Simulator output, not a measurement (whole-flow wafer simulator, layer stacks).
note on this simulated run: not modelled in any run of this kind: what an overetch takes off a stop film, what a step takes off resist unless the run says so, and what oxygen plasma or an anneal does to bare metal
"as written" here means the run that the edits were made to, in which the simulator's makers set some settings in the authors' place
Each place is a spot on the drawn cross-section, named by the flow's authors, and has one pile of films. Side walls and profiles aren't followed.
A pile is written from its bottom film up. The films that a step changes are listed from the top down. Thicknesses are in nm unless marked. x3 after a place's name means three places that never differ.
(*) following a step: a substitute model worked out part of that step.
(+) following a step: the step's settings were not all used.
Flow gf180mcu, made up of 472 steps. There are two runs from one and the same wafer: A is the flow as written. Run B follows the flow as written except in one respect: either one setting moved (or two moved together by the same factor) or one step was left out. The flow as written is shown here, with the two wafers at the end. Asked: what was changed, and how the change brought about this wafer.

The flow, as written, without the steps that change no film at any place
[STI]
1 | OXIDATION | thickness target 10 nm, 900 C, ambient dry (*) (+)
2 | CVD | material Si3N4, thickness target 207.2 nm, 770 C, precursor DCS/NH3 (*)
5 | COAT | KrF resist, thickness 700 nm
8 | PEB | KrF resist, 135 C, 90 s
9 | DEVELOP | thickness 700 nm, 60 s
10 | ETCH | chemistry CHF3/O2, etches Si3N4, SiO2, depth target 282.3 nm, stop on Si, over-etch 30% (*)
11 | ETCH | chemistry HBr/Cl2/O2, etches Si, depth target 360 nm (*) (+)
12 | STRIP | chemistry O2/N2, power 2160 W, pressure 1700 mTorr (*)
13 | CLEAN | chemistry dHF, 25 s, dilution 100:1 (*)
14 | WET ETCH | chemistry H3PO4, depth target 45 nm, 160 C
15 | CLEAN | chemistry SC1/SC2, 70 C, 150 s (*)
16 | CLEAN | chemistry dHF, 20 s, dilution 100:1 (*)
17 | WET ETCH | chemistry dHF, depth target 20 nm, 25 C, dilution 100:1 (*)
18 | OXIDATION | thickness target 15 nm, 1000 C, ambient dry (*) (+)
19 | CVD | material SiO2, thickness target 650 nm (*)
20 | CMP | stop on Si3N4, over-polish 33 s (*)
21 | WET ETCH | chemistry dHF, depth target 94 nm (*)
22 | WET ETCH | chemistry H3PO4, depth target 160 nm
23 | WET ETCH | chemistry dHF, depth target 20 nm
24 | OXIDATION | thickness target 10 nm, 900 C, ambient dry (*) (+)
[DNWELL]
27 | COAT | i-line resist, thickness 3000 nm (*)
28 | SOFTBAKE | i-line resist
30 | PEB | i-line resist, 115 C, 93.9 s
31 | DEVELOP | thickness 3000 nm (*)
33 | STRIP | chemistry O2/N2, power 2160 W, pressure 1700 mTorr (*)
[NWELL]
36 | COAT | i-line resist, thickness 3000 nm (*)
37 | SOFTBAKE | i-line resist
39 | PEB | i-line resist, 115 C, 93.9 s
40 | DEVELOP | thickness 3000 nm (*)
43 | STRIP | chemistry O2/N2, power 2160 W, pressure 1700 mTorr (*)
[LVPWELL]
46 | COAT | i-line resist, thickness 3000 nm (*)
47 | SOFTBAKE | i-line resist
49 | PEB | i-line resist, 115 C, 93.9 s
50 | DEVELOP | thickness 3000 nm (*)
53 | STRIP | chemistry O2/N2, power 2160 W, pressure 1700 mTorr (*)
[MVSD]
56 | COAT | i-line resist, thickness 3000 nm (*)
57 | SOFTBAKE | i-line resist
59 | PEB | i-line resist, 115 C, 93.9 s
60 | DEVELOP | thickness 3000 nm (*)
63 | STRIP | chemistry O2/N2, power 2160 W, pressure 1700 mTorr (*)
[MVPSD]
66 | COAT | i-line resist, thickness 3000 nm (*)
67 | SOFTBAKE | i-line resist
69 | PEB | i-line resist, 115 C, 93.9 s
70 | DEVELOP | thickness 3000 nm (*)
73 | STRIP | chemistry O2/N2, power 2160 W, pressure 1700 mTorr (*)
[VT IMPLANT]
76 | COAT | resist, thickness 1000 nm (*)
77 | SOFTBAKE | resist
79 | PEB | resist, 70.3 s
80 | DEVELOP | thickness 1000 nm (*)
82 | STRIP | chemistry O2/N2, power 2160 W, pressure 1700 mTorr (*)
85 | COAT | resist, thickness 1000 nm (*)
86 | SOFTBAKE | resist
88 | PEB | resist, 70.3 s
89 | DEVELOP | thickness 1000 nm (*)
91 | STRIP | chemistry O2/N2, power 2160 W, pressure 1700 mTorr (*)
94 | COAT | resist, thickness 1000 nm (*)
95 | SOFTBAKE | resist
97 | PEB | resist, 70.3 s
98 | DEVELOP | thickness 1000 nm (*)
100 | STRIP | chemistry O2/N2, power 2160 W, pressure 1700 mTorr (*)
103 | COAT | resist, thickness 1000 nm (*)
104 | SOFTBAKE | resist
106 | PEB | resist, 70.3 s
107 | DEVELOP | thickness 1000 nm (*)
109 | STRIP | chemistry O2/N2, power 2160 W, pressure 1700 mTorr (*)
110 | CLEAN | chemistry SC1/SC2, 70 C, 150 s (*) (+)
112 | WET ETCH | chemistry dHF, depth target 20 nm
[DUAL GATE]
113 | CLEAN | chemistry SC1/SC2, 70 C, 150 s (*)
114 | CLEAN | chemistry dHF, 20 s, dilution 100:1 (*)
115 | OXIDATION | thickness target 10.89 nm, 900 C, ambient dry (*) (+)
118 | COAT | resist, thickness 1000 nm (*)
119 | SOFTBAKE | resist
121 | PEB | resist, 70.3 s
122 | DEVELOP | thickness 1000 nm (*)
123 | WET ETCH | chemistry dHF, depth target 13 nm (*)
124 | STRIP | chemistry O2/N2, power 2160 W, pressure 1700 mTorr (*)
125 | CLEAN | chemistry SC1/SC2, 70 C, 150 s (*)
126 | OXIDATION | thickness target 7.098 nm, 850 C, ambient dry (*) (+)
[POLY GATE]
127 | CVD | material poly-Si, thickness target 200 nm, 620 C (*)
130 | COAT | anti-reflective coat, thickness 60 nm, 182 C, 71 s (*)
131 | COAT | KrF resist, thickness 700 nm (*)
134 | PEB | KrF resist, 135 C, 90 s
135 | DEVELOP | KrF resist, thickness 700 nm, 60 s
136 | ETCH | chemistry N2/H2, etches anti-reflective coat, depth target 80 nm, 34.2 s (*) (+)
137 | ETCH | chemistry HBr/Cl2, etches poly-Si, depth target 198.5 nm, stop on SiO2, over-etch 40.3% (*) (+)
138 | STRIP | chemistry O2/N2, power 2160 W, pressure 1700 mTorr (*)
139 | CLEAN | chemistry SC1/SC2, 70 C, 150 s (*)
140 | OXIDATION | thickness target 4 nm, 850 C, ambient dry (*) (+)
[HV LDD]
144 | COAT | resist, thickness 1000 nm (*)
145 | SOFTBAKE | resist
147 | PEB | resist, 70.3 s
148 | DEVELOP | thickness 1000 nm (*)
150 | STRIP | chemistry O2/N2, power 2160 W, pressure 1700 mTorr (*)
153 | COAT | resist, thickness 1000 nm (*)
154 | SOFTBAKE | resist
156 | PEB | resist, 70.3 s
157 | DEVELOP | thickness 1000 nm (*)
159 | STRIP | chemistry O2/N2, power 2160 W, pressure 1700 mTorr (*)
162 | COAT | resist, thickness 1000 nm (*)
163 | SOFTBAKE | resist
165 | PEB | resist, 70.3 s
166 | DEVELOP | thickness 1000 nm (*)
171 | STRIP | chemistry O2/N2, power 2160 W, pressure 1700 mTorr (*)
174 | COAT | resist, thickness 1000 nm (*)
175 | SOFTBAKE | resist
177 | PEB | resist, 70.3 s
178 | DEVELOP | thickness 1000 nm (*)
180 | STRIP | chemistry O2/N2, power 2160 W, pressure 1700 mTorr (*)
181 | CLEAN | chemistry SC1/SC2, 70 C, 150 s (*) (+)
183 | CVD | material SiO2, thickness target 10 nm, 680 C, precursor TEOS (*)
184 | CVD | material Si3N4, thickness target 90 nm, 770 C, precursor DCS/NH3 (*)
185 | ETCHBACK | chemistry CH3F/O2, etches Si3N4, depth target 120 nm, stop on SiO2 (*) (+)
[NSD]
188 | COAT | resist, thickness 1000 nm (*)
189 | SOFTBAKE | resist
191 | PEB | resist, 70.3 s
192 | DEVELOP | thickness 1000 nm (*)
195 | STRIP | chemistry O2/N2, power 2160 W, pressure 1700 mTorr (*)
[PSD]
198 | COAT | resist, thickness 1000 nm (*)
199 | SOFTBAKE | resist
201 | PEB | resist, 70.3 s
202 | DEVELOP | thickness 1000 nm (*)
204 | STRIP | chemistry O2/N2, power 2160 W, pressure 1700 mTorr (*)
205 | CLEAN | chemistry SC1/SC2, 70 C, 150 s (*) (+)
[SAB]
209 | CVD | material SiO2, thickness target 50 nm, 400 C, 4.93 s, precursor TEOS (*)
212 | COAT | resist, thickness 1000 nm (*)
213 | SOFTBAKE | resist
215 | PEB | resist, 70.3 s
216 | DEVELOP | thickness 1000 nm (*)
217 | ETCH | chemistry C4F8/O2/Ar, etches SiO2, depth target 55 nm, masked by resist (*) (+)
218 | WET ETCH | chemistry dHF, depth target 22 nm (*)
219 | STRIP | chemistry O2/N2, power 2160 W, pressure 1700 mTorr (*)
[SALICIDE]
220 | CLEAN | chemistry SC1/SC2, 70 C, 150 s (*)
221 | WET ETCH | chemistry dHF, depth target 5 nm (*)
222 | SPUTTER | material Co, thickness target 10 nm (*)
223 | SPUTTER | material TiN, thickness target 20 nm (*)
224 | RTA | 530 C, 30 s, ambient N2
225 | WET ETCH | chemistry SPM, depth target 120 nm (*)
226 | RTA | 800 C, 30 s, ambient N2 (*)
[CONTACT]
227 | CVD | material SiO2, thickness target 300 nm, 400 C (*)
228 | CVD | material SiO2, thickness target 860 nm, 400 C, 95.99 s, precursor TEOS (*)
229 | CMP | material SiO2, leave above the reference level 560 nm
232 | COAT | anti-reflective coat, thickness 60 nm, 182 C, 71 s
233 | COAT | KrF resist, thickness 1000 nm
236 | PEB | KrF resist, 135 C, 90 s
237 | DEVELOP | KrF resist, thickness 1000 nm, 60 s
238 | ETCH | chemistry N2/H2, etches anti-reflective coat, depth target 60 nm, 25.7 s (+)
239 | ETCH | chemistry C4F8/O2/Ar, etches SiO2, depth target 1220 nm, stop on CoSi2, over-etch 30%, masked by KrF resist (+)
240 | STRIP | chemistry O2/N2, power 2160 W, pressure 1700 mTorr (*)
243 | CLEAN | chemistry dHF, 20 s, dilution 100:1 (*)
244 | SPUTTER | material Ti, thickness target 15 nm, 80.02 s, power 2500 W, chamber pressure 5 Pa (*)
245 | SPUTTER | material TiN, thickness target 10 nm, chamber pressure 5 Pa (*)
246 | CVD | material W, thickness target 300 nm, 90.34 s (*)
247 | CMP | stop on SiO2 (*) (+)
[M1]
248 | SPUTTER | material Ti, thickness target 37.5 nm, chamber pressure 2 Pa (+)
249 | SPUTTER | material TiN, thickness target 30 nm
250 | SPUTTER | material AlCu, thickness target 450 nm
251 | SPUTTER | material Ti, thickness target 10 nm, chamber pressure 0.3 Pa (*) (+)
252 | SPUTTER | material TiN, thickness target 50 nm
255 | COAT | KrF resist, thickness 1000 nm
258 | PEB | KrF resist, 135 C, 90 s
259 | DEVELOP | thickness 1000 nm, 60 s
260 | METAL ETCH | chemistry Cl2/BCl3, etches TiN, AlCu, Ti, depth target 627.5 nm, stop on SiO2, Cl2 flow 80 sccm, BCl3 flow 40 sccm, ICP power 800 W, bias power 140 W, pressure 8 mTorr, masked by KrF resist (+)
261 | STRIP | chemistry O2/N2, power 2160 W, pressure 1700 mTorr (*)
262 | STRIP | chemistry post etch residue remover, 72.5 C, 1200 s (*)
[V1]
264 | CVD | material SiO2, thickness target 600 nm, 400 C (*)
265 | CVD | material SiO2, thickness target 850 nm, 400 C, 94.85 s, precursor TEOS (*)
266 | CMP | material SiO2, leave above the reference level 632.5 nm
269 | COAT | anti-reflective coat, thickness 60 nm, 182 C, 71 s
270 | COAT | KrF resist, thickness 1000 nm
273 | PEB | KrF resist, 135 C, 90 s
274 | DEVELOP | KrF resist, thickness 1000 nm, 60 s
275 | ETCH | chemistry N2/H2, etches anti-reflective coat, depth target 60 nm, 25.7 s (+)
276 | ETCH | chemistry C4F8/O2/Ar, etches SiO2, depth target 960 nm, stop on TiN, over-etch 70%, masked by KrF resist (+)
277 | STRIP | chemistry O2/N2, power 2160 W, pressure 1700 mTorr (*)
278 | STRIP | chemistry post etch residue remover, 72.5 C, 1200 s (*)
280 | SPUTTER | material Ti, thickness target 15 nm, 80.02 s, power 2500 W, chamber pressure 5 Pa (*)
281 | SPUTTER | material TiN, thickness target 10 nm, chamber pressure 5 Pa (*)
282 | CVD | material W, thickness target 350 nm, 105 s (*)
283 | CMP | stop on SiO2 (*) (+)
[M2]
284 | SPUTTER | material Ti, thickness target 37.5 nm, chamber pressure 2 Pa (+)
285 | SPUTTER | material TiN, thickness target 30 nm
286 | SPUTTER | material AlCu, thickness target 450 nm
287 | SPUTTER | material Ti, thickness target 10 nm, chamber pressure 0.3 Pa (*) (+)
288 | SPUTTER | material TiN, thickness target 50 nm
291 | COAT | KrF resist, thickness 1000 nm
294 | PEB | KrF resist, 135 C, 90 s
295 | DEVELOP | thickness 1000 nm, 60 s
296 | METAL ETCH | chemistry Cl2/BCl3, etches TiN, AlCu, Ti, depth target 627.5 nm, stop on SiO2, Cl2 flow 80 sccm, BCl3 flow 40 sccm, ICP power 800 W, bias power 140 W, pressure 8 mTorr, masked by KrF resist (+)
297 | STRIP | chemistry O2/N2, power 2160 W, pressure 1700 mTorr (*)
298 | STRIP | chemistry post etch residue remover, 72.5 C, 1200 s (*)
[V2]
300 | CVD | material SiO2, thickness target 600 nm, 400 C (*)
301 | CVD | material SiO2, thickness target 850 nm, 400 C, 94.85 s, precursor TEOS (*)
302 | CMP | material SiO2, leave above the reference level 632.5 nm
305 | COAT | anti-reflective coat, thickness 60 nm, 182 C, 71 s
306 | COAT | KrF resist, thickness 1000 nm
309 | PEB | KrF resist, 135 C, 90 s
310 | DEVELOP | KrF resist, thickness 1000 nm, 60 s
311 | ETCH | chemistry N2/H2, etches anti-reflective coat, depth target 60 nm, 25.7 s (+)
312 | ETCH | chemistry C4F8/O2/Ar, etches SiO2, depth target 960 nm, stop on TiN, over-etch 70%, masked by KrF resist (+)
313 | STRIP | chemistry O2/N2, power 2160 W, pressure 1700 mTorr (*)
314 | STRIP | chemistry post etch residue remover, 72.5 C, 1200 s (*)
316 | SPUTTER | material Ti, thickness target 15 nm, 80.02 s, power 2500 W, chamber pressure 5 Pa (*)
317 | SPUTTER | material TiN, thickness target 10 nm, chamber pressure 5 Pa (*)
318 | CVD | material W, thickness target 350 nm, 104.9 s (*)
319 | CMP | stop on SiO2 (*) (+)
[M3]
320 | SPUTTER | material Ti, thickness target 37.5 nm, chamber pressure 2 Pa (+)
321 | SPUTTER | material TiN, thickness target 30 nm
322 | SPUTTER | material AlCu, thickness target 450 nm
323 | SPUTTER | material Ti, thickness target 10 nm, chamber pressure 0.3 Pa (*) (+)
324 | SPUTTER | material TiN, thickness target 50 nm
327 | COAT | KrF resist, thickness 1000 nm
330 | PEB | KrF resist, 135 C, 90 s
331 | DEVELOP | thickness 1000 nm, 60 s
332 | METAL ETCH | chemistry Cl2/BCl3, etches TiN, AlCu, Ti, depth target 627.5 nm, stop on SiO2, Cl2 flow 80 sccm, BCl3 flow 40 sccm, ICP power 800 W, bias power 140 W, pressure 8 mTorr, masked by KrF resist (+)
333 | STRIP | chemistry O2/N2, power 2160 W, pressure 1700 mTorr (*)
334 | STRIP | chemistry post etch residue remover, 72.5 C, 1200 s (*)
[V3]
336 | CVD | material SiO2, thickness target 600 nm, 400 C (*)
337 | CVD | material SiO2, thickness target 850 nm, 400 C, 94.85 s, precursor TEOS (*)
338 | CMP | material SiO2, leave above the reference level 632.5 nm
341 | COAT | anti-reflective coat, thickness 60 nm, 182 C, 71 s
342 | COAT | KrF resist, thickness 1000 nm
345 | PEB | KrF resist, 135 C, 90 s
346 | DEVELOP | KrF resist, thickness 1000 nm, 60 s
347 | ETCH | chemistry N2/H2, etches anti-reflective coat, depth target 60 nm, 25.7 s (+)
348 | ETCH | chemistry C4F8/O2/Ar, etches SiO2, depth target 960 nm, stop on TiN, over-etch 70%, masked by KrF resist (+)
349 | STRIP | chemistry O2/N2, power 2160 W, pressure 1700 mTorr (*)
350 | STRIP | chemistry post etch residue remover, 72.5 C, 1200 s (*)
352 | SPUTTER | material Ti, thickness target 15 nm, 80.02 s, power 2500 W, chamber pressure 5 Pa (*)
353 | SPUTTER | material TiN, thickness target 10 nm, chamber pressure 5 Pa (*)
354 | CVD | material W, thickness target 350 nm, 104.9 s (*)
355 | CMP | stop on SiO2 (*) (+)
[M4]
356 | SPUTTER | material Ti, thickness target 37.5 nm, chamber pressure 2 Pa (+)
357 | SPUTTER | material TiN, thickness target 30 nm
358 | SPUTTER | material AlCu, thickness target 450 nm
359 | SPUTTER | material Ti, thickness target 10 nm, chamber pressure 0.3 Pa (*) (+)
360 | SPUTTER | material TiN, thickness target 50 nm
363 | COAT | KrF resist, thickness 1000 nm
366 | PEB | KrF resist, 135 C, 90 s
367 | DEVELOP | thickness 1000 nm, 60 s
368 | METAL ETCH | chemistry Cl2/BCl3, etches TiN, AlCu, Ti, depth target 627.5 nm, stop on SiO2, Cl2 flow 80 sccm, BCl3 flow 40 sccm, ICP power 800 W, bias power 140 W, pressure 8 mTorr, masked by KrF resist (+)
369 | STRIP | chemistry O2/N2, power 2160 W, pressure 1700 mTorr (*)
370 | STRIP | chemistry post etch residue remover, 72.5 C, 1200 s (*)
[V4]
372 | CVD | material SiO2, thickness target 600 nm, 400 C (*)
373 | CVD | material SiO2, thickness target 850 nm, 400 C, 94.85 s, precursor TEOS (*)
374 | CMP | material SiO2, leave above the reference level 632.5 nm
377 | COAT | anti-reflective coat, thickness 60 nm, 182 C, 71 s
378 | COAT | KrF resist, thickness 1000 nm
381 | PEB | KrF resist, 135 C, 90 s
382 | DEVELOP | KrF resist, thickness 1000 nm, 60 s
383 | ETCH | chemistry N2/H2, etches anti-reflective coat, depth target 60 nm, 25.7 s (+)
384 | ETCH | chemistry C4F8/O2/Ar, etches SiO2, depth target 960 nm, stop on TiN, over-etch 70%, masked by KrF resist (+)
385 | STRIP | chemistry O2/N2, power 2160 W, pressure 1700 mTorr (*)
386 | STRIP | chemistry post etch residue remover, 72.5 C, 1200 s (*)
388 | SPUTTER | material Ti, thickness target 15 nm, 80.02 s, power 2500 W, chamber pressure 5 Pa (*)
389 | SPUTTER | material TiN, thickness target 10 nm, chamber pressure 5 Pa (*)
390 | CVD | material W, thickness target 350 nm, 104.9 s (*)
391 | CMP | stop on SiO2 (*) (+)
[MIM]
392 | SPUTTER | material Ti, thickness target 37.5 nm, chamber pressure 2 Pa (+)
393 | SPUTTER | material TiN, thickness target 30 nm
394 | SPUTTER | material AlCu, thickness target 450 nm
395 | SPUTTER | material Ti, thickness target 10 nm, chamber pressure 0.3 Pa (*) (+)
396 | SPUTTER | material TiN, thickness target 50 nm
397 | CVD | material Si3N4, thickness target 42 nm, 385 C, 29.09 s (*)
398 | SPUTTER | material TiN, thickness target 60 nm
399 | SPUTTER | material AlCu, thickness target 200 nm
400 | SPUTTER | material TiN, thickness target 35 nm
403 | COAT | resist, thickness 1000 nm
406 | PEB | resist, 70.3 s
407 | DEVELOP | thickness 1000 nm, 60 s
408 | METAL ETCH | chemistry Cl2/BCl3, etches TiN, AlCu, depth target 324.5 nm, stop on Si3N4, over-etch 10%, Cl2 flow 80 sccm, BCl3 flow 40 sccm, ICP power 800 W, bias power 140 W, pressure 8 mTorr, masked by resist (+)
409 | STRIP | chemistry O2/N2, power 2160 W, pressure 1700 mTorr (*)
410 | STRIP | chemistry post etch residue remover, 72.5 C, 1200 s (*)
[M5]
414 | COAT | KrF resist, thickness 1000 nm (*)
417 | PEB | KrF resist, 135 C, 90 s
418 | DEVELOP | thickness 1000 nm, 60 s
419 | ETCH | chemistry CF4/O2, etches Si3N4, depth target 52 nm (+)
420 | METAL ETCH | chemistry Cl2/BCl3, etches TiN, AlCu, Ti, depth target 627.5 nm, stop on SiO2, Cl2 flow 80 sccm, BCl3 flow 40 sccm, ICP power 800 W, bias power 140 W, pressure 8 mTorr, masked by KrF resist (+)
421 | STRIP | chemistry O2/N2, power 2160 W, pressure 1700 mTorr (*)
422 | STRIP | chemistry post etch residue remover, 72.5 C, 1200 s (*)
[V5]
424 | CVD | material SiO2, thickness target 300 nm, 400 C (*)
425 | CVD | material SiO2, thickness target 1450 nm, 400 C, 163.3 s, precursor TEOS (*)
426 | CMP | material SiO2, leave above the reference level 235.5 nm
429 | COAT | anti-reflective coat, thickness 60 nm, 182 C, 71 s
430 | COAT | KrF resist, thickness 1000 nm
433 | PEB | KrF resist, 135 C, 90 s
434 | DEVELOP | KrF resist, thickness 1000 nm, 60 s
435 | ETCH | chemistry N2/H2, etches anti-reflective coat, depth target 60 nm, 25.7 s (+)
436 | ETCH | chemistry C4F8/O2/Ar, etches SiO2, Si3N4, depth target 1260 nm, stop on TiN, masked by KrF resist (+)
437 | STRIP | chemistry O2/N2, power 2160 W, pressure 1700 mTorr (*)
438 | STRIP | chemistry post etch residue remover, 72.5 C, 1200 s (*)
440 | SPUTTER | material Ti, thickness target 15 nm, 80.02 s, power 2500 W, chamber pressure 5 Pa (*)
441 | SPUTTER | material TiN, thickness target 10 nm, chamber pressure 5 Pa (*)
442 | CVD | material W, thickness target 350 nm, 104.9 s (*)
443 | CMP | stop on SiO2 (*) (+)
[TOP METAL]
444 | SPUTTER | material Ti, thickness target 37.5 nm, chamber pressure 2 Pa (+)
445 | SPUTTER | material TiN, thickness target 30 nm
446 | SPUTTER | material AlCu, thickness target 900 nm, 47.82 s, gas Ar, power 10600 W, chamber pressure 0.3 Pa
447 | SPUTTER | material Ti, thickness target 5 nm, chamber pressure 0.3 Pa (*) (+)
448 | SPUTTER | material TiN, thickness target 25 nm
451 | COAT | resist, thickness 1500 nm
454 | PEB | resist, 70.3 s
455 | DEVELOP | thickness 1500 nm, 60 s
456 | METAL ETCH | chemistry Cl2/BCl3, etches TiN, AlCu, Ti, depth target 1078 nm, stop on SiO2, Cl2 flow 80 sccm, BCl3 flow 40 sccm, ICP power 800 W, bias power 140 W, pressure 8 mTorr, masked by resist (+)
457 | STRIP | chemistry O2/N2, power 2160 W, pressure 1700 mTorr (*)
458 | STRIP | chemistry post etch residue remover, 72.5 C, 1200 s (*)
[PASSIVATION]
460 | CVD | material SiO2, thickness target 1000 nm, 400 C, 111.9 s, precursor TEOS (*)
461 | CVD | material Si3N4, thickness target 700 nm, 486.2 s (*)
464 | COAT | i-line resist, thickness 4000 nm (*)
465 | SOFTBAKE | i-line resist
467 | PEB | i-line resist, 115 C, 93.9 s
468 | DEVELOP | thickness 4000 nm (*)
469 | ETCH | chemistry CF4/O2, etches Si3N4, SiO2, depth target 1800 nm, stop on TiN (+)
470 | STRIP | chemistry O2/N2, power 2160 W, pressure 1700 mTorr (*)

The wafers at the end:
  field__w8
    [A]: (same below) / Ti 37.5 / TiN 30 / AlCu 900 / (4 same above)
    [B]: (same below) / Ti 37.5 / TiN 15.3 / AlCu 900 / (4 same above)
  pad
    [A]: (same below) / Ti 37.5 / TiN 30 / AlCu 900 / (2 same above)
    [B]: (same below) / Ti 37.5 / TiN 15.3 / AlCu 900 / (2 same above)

What caused this: step 445, SPUTTER: thickness target 15.3 nm was run, though the flow has thickness target 30 nm.
The wafer itself shows it: field__w8 has TiN 15.3, and step 445 as written asks for 30 nm.

Step by step, how the change led to this:
  445 | SPUTTER | material TiN, thickness target 30 nm
      field, field__w1, field__w2 and 109 more: A +30 TiN (new film) | B +15.3 TiN (new film)
  456 | METAL ETCH | chemistry Cl2/BCl3, etches TiN, AlCu, Ti, depth target 1078 nm, stop on SiO2, Cl2 flow 80 sccm, BCl3 flow 40 sccm, ICP power 800 W, bias power 140 W, pressure 8 mTorr, masked by resist (+)
      field, field__w1, field__w2 and 103 more: A -25 TiN (all of it), -5 Ti (all of it), -900 AlCu (all of it), -30 TiN (all of it), -37.5 Ti (all of it) | B -25 TiN (all of it), -5 Ti (all of it), -900 AlCu (all of it), -15.3 TiN (all of it), -37.5 Ti (all of it)
  465 | SOFTBAKE | i-line resist
      field__w2, field_sub__w4: A +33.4 i-line resist | B +32.6 i-line resist
      field__w11, field__w13: A +37.6 i-line resist | B +36.8 i-line resist
      (also at 57 further places)
